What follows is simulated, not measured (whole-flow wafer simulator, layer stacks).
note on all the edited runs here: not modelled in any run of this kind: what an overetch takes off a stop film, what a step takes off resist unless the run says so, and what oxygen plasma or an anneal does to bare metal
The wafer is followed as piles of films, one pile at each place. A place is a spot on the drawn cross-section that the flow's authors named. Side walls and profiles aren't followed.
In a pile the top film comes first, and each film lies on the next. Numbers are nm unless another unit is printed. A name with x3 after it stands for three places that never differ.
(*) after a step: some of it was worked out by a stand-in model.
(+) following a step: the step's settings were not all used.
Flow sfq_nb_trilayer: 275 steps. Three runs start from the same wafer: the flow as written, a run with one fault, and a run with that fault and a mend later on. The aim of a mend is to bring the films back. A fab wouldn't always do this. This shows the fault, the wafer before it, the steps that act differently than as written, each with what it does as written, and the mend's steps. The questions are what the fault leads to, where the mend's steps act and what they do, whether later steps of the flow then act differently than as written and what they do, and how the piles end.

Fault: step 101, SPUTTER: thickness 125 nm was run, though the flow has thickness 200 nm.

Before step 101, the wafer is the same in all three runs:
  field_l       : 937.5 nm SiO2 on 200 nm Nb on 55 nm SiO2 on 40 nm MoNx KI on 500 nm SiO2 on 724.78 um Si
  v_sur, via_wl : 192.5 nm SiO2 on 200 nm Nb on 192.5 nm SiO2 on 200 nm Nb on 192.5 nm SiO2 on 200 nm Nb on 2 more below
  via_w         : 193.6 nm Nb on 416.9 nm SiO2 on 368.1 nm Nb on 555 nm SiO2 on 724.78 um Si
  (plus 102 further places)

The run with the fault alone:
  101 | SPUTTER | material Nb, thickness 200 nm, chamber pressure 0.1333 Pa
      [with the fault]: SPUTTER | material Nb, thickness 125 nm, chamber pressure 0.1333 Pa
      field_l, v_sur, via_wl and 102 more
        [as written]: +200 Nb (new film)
        [with the fault]: +125 Nb (new film)
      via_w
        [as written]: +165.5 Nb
        [with the fault]: +103.1 Nb
  Steps later in the flow that act otherwise than as written (not shown: 4 more steps that differ only slightly, by at most 2% or 0.5 nm, whichever is larger):
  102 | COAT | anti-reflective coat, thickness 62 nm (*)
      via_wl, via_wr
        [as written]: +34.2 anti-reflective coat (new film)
        [with the fault]: +32.6 anti-reflective coat (new film)
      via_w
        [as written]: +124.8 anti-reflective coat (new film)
        [with the fault]: +121 anti-reflective coat (new film)
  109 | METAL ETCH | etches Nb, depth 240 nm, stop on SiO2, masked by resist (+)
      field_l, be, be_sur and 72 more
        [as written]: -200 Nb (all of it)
        [with the fault]: -125 Nb (all of it)
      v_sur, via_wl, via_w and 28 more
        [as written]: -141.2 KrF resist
        [with the fault]: -110.3 KrF resist
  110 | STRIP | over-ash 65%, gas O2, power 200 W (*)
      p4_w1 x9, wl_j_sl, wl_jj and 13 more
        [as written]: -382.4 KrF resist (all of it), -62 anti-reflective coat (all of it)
        [with the fault]: -413.3 KrF resist (all of it), -62 anti-reflective coat (all of it)
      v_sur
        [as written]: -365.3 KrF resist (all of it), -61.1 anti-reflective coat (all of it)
        [with the fault]: -396.9 KrF resist (all of it), -60.8 anti-reflective coat (all of it)
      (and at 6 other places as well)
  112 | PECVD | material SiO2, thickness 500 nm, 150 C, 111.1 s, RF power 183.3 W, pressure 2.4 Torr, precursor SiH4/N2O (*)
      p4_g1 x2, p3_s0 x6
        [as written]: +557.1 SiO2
        [with the fault]: +500 SiO2
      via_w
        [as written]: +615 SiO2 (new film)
        [with the fault]: +594.3 SiO2 (new film)
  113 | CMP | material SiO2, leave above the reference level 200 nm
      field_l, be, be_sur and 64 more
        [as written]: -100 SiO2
        [with the fault]: -175 SiO2
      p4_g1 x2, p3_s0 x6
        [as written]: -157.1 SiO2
        [with the fault]: -175 SiO2
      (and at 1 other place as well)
  By the end, the piles at field_l, v_sur, via_wl and 103 more depart from the flow's by more than 2% or 0.5 nm, whichever is larger.
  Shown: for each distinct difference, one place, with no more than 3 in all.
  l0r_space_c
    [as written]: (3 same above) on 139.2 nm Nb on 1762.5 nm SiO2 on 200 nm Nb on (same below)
    [with the fault]: (3 same above) on 139.2 nm Nb on 1687.5 nm SiO2 on 200 nm Nb on (same below)
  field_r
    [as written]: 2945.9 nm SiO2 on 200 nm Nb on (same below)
    [with the fault]: 2870.9 nm SiO2 on 200 nm Nb on (same below)
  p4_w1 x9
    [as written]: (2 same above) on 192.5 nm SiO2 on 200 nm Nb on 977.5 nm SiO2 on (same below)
    [with the fault]: (2 same above) on 192.5 nm SiO2 on 125 nm Nb on 977.5 nm SiO2 on (same below)

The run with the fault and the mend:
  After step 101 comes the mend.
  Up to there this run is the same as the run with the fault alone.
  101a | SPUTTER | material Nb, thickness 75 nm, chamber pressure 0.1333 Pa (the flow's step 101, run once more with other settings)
      field_l, v_sur, via_wl and 102 more
        +75 Nb
      via_w
        +60.1 Nb
  None of the later steps of the flow differs from how it acts as written, at any place that is followed, by more than 2% or 0.5 nm, whichever is larger.
  The piles end only slightly different from the flow's at the places that both follow, by no more than 2% or 0.5 nm, whichever is larger.
